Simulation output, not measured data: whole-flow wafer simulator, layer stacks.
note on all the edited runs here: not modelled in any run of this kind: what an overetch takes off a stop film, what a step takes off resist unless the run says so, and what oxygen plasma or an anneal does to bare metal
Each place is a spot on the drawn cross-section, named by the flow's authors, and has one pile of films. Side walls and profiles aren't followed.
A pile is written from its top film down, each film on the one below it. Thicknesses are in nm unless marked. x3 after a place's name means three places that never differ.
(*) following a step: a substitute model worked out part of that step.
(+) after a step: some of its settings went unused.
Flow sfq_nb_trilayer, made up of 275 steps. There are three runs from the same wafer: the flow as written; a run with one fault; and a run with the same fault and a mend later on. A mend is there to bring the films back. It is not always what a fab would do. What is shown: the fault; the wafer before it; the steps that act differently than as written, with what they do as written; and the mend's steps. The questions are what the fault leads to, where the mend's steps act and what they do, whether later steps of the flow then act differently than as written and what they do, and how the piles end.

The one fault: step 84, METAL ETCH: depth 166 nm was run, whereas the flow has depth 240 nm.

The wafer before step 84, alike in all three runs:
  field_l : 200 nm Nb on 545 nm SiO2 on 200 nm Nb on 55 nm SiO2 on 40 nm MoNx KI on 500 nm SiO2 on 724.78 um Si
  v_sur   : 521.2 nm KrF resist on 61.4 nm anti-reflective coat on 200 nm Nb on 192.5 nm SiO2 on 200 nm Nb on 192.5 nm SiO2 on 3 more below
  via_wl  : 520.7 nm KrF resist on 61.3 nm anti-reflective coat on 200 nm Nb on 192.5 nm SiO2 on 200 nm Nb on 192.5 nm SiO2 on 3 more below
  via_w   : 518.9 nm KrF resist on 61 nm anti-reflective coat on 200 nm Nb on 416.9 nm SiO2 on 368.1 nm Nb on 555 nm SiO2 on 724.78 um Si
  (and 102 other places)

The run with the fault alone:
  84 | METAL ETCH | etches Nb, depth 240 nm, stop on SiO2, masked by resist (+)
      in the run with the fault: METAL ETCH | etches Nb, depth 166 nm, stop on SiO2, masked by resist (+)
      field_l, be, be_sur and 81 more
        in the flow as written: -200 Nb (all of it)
        in the run with the fault: -166 Nb
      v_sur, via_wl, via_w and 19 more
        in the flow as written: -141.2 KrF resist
        in the run with the fault: -97.6 KrF resist
  Steps later in the flow that act otherwise than as written:
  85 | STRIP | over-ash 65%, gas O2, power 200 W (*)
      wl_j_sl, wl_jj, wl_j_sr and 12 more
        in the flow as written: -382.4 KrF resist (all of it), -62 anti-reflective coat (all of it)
        in the run with the fault: -425.9 KrF resist (all of it), -62 anti-reflective coat (all of it)
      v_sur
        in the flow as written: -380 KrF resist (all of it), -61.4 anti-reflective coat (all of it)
        in the run with the fault: -423.6 KrF resist (all of it), -61.4 anti-reflective coat (all of it)
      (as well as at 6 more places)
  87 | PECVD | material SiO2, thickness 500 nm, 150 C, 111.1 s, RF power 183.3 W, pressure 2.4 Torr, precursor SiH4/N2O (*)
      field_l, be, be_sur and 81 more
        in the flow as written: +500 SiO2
        in the run with the fault: +500 SiO2 (new film)
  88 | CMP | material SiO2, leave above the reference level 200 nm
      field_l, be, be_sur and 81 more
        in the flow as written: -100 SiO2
        in the run with the fault: -134 SiO2
  At field_l, be, be_sur and 81 more, the piles at the end differ from the flow's by more than 2% or 0.5 nm, whichever is larger.
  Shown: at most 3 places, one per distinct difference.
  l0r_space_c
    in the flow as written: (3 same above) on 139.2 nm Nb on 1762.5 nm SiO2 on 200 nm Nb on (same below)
    in the run with the fault: (3 same above) on 139.2 nm Nb on 1143.5 nm SiO2 on 34 nm Nb on 585 nm SiO2 on 200 nm Nb on (same below)
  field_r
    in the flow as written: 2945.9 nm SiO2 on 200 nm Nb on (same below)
    in the run with the fault: 2326.9 nm SiO2 on 34 nm Nb on 585 nm SiO2 on 200 nm Nb on (same below)
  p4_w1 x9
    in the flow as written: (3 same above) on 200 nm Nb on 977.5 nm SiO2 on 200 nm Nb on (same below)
    in the run with the fault: (3 same above) on 200 nm Nb on 358.5 nm SiO2 on 34 nm Nb on 585 nm SiO2 on 200 nm Nb on (same below)

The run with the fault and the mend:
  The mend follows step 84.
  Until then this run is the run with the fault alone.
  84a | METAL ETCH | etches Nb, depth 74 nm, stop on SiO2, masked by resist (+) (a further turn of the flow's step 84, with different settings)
      field_l, be, be_sur and 81 more
        -34 Nb (all of it)
      v_sur, via_wl, via_w and 19 more
        -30 KrF resist
  Steps later in the flow that act otherwise than as written:
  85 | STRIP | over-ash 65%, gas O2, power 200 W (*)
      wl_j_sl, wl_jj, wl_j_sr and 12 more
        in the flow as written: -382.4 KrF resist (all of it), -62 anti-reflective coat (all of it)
        in the run with the mend: -395.9 KrF resist (all of it), -62 anti-reflective coat (all of it)
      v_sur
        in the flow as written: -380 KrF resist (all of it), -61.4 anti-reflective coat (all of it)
        in the run with the mend: -393.6 KrF resist (all of it), -61.4 anti-reflective coat (all of it)
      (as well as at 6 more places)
  At every place that both follow, the piles at the end match the flow's.
